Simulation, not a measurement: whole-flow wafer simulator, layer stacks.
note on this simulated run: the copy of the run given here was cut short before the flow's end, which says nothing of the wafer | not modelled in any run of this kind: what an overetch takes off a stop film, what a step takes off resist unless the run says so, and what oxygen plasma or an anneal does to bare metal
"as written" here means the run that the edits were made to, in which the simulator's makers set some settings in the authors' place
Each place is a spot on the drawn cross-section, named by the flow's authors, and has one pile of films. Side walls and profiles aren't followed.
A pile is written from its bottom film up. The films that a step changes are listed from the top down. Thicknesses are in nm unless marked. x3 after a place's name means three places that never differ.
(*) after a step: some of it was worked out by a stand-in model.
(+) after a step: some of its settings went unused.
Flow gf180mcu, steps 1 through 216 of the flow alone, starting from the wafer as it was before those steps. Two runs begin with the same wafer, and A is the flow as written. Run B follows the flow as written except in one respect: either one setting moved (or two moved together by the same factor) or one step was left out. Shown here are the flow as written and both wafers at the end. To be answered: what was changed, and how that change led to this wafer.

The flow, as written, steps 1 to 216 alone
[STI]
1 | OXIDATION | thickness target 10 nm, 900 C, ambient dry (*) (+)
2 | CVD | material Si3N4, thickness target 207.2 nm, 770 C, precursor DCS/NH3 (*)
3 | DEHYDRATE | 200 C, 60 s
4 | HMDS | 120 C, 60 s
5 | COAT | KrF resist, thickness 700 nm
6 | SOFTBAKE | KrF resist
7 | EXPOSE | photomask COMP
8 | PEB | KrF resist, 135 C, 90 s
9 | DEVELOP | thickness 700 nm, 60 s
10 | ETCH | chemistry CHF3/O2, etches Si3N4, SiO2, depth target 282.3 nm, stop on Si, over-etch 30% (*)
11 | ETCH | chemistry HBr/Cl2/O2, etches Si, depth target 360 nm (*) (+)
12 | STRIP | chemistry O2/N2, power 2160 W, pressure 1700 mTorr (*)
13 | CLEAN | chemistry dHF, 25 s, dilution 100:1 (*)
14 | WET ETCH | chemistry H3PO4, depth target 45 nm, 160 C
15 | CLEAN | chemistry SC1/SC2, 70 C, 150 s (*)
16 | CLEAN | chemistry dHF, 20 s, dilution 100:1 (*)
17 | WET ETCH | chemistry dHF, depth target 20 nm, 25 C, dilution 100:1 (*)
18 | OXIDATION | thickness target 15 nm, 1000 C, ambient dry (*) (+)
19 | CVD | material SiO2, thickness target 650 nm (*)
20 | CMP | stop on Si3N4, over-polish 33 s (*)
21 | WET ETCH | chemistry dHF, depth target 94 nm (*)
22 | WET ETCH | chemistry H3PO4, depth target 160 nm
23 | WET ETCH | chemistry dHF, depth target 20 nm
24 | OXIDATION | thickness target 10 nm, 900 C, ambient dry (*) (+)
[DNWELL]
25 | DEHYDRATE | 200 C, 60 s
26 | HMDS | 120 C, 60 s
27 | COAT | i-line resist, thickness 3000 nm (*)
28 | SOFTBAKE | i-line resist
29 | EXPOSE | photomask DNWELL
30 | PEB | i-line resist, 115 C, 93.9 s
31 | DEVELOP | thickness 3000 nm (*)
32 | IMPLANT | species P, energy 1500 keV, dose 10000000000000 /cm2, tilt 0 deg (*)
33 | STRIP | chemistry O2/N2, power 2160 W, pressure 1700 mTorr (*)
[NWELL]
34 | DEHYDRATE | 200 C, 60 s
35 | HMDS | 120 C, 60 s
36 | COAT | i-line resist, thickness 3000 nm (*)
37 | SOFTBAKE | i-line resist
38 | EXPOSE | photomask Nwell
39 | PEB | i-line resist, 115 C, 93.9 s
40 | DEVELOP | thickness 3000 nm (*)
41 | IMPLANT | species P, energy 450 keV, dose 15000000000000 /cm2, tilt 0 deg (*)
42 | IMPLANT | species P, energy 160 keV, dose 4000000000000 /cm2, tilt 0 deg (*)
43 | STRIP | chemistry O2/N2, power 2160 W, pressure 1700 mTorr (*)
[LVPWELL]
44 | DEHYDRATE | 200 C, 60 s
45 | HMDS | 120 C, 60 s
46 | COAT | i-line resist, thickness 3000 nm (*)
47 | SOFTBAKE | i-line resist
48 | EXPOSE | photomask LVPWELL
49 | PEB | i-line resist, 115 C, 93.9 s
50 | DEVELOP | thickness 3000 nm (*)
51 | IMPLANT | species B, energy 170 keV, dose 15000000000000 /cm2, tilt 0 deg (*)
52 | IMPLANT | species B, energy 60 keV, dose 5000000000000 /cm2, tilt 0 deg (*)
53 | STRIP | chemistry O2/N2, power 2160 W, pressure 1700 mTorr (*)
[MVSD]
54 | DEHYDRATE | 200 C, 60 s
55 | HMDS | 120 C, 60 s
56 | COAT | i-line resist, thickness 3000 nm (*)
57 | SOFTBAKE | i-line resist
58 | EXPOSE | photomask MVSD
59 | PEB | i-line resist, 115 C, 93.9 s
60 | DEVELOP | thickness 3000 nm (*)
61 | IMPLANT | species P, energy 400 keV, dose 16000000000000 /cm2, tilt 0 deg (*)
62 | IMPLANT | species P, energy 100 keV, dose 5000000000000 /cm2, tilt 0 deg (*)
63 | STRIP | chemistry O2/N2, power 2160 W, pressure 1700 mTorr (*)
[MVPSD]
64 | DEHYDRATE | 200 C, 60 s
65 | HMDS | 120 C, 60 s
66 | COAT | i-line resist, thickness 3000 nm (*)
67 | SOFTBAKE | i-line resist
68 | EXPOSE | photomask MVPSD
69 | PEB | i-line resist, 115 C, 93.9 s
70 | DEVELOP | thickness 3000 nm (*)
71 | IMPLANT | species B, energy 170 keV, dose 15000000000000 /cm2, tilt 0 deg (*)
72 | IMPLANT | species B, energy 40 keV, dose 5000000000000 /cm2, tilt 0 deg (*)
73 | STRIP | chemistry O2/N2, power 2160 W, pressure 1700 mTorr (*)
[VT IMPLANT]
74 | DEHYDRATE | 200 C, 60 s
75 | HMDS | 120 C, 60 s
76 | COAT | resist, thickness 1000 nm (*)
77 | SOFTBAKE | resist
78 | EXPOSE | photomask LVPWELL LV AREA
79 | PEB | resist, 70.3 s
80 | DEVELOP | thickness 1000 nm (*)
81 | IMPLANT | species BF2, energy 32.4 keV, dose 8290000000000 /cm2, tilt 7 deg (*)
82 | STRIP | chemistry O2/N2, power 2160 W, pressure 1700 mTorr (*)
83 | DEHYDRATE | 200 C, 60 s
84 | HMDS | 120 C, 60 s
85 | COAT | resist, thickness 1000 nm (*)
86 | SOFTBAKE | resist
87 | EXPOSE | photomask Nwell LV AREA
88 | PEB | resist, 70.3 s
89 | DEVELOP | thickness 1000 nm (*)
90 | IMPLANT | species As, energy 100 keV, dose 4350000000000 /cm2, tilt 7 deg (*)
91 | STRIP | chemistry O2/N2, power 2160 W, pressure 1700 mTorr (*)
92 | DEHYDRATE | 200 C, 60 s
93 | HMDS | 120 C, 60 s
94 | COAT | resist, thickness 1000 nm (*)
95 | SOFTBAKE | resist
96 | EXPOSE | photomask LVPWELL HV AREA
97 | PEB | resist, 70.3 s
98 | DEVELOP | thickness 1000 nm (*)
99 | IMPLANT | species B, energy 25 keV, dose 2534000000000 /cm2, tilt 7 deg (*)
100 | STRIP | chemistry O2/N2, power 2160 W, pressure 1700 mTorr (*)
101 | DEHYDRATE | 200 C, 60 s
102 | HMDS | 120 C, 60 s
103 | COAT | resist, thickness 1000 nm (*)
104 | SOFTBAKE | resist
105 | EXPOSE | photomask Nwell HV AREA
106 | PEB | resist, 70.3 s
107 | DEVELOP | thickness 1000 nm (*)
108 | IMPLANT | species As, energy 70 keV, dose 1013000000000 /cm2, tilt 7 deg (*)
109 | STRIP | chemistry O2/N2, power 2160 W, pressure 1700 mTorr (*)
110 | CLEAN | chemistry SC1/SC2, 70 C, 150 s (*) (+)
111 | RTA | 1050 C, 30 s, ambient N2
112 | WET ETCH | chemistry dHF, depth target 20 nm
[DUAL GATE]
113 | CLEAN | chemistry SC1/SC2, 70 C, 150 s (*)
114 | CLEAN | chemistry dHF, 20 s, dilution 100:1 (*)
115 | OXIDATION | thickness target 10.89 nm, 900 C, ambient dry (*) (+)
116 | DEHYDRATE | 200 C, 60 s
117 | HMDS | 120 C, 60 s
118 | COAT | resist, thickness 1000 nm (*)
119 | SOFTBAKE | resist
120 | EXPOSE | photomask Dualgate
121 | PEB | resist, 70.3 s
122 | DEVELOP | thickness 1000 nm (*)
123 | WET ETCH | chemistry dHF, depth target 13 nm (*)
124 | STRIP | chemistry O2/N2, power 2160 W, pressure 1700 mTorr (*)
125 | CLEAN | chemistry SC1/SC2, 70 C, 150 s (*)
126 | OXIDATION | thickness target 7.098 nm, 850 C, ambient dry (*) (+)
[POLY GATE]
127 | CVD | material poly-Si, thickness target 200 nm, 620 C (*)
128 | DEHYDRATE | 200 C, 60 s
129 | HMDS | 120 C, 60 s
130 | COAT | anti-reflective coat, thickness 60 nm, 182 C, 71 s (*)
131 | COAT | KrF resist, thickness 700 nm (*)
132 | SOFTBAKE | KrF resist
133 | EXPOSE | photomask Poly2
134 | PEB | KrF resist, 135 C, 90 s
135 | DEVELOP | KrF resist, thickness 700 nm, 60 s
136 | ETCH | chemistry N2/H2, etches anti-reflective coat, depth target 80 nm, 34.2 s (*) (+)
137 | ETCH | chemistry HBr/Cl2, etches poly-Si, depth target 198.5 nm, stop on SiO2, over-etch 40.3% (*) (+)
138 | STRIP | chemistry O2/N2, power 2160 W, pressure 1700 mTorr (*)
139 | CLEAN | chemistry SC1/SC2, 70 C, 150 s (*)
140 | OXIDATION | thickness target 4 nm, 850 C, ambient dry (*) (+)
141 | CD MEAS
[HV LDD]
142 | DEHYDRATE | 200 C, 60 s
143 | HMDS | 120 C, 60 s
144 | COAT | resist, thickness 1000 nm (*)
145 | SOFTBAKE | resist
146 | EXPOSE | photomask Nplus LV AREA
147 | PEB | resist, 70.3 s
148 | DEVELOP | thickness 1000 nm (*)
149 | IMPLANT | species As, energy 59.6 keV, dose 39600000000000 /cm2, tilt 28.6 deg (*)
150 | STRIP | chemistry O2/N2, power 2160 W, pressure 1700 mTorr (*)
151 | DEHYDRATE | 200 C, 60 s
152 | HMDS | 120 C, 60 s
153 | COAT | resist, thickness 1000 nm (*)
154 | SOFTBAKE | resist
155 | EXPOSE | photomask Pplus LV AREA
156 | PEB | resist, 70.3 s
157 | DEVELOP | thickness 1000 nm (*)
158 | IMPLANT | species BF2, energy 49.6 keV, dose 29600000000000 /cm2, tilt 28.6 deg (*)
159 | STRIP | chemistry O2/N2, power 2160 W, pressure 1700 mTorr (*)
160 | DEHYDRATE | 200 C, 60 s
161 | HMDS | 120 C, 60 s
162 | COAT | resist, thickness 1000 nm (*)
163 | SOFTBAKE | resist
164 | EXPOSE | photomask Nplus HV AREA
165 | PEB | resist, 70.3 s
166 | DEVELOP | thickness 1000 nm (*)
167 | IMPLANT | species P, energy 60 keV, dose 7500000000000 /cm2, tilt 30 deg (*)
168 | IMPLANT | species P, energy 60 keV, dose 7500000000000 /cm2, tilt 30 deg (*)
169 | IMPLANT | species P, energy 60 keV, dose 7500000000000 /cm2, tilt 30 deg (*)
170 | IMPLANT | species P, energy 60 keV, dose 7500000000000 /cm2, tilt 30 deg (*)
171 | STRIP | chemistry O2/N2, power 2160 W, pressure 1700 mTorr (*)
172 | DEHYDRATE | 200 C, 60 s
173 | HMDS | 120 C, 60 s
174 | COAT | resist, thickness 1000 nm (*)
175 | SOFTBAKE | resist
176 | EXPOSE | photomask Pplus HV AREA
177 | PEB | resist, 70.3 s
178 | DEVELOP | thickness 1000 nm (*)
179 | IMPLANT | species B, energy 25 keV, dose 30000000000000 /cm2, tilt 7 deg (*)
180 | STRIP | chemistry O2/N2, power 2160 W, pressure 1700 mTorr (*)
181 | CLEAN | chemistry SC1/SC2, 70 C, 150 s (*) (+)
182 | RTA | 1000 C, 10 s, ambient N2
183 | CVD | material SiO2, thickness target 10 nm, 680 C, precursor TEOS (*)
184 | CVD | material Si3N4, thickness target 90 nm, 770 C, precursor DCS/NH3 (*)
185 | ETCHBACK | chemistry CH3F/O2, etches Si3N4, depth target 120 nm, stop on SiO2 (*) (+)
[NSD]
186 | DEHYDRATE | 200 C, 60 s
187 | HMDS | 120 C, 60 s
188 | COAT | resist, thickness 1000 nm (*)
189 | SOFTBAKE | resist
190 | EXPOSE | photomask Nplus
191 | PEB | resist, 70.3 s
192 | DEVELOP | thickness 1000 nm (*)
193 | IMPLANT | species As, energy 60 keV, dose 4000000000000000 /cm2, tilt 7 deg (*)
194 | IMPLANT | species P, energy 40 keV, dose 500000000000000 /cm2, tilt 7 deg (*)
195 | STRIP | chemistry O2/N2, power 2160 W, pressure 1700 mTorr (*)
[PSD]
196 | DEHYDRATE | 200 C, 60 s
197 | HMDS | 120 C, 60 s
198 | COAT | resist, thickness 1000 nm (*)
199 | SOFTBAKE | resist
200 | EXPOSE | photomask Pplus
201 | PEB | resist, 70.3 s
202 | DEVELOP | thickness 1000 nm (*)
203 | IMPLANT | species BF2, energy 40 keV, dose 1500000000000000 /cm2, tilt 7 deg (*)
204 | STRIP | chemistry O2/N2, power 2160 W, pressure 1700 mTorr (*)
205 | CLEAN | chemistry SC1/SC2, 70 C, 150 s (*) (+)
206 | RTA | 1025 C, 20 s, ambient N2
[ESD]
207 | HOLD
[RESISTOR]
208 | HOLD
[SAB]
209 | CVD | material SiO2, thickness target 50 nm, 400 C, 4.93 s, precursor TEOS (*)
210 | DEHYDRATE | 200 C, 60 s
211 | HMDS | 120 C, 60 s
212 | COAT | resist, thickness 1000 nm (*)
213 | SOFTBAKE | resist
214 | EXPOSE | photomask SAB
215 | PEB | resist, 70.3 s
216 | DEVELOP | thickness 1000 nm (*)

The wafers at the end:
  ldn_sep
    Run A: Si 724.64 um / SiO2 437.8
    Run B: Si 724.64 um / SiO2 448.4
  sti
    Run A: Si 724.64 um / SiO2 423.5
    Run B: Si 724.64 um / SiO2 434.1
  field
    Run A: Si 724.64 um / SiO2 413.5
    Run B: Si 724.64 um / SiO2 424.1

What caused this: step 23, WET ETCH: depth target 11.8 nm was run, whereas the flow has depth target 20 nm.

How this came from the change, step by step:
  23 | WET ETCH | chemistry dHF, depth target 20 nm
      field, field_sub, sti and 34 more: A -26 SiO2 | B -15.3 SiO2
  28 | SOFTBAKE | i-line resist
      field: A +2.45 i-line resist | B +3.22 i-line resist
      field_sub: A +1.87 i-line resist | B +2.46 i-line resist
      (also at 34 further places)
  37 | SOFTBAKE | i-line resist
      field: A +2.45 i-line resist | B +3.22 i-line resist
      field_sub: A +1.87 i-line resist | B +2.46 i-line resist
      (also at 34 further places)
  47 | SOFTBAKE | i-line resist
      field: A +2.45 i-line resist | B +3.22 i-line resist
      field_sub: A +1.87 i-line resist | B +2.46 i-line resist
      (also at 34 further places)
  57 | SOFTBAKE | i-line resist
      field: A +2.45 i-line resist | B +3.22 i-line resist
      field_sub: A +1.87 i-line resist | B +2.46 i-line resist
      (also at 34 further places)
  67 | SOFTBAKE | i-line resist
      field: A +2.45 i-line resist | B +3.22 i-line resist
      field_sub: A +1.87 i-line resist | B +2.46 i-line resist
      (also at 34 further places)
  77 | SOFTBAKE | resist
      gate_p_hv: A +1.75 resist | B +2.31 resist
  86 | SOFTBAKE | resist
      gate_p_hv: A +1.75 resist | B +2.31 resist
  95 | SOFTBAKE | resist
      gate_p_hv: A +1.75 resist | B +2.31 resist
  104 | SOFTBAKE | resist
      gate_p_hv: A +1.75 resist | B +2.31 resist
  119 | SOFTBAKE | resist
      gate_p_hv: A +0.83 resist | B +1.38 resist
  130 | COAT | anti-reflective coat, thickness 60 nm, 182 C, 71 s (*)
      p_well, spacer, sd_n: A +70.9 anti-reflective coat (new film) | B +81.1 anti-reflective coat (new film)
      ldn_fp, ldp_fp: A +48.5 anti-reflective coat (new film) | B +43.3 anti-reflective coat (new film)
      (also at 69 further places)
  136 | ETCH | chemistry N2/H2, etches anti-reflective coat, depth target 80 nm, 34.2 s (*) (+)
      p_well, spacer, sd_n: A -70.9 anti-reflective coat (all of it), -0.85 poly-Si | B -81.1 anti-reflective coat (all of it), -0.59 poly-Si
      field: A -61.5 anti-reflective coat (all of it), -1.09 poly-Si | B -58.1 anti-reflective coat (all of it), -1.18 poly-Si
      (also at 49 further places)
  138 | STRIP | chemistry O2/N2, power 2160 W, pressure 1700 mTorr (*)
      gate: A +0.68 chemical SiO2 (new film), -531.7 KrF resist (all of it), -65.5 anti-reflective coat (all of it), -0.3 poly-Si | B +0.68 chemical SiO2 (new film), -532.3 KrF resist (all of it), -70.1 anti-reflective coat (all of it), -0.3 poly-Si
      gate_hv: A +0.68 chemical SiO2 (new film), -528.4 KrF resist (all of it), -61 anti-reflective coat (all of it), -0.3 poly-Si | B +0.68 chemical SiO2 (new film), -530.6 KrF resist (all of it), -62.7 anti-reflective coat (all of it), -0.3 poly-Si
      (also at 19 further places)
  145 | SOFTBAKE | resist
      gate_p_hv: A -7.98 resist | B -7.37 resist
  154 | SOFTBAKE | resist
      gate_p_hv: A -7.98 resist | B -7.37 resist
  ... 5 other steps ...
  213 | SOFTBAKE | resist
      gate_p_hv: A -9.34 resist | B -8.77 resist
      ldn_ch: A -9.33 resist | B -8.82 resist
      (also at 1 further place)
